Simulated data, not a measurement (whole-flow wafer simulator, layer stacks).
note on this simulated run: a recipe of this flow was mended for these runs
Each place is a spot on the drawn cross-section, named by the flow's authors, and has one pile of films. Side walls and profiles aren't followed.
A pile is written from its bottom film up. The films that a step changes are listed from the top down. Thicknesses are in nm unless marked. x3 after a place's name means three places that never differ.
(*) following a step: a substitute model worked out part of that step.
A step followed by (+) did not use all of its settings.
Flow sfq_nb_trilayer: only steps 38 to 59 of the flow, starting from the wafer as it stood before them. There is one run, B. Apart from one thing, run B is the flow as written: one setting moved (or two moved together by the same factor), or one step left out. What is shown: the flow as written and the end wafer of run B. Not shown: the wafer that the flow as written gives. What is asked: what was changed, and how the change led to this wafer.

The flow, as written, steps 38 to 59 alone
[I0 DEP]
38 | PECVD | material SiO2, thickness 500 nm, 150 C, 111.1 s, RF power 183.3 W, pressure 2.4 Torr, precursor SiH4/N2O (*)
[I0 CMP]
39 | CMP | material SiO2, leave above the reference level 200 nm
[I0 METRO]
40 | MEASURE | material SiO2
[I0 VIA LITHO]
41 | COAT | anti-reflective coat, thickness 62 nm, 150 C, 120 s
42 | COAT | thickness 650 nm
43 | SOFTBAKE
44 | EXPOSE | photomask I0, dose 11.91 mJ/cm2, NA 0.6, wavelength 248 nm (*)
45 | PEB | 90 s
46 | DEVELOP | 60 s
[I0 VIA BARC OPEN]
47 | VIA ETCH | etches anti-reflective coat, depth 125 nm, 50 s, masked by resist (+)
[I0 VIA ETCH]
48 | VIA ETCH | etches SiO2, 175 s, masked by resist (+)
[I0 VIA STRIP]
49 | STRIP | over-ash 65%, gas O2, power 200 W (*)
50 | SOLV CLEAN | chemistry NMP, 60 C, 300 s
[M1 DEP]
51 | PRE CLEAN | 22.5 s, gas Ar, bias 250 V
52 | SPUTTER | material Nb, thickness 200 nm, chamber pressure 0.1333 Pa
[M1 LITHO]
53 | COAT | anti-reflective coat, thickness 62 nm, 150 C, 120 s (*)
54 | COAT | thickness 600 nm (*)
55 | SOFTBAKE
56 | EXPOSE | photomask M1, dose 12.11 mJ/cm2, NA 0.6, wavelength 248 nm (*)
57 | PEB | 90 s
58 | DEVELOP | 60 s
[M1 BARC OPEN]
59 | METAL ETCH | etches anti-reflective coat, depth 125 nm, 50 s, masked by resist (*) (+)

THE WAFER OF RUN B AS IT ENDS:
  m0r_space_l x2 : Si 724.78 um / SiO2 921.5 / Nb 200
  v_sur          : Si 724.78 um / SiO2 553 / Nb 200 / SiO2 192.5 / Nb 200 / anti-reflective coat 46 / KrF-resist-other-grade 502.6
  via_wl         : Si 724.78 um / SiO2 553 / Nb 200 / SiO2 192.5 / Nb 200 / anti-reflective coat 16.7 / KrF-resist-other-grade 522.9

The reason: step 38, PECVD: thickness 380 nm was run, though the flow has thickness 500 nm; step 38, PECVD: 84.44 s was run, where the flow has 111.1 s.

How this came from the change, step by step:
  38 | PECVD | material SiO2, thickness 500 nm, 150 C, 111.1 s, RF power 183.3 W, pressure 2.4 Torr, precursor SiH4/N2O (*)
      field_l, v_sur, via_wl and 99 more: +380 SiO2 (new film) (in the flow as written it would be: +500 SiO2 (new film))
      m0r_space_l x2: +380 SiO2 (in the flow as written it would be: +561.1 SiO2)
      (and at 2 other places as well)
  39 | CMP | material SiO2, leave above the reference level 200 nm
      moat, m0r_space_l x2: nothing (in the flow as written it would be: -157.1 SiO2)
      v_sur, via_wl, via_w and 94 more: -180 SiO2 (in the flow as written it would be: -300 SiO2)
      (and at 6 other places as well)
  41 | COAT | anti-reflective coat, thickness 62 nm, 150 C, 120 s
      m0r_line_l, m0r_line_r: +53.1 anti-reflective coat (new film) (in the flow as written it would be: +62 anti-reflective coat (new film))
      m0r_space_l x2: +76.3 anti-reflective coat (new film) (in the flow as written it would be: +62 anti-reflective coat (new film))
      (and at 5 other places as well)
  49 | STRIP | over-ash 65%, gas O2, power 200 W (*)
      m0r_line_l, m0r_line_r: -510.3 KrF-resist-other-grade (all of it), -53.1 anti-reflective coat (all of it) (in the flow as written it would be: -510.8 KrF-resist-other-grade (all of it), -62 anti-reflective coat (all of it))
      m0r_space_l x2: -511.2 KrF-resist-other-grade (all of it), -76.3 anti-reflective coat (all of it) (in the flow as written it would be: -510.8 KrF-resist-other-grade (all of it), -62 anti-reflective coat (all of it))
      (and at 5 other places as well)
  53 | COAT | anti-reflective coat, thickness 62 nm, 150 C, 120 s (*)
      m0r_line_l, m0r_line_r: +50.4 anti-reflective coat (new film) (in the flow as written it would be: +62 anti-reflective coat (new film))
      m0r_space_l x2: +73.6 anti-reflective coat (new film) (in the flow as written it would be: +62 anti-reflective coat (new film))
      (and at 8 other places as well)
  54 | COAT | thickness 600 nm (*)
      moat: +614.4 KrF-resist-other-grade (new film) (in the flow as written it would be: +600.6 KrF-resist-other-grade (new film))
  58 | DEVELOP | 60 s
      moat: -613.1 KrF-resist-other-grade (all of it) (in the flow as written it would be: -599.3 KrF-resist-other-grade (all of it))
  59 | METAL ETCH | etches anti-reflective coat, depth 125 nm, 50 s, masked by resist (*) (+)
      m0r_line_l, m0r_line_r: -50.4 anti-reflective coat (all of it) (in the flow as written it would be: -62 anti-reflective coat (all of it))
      m0r_space_l x2: -73.6 anti-reflective coat (all of it) (in the flow as written it would be: -62 anti-reflective coat (all of it))
      (and at 7 other places as well)
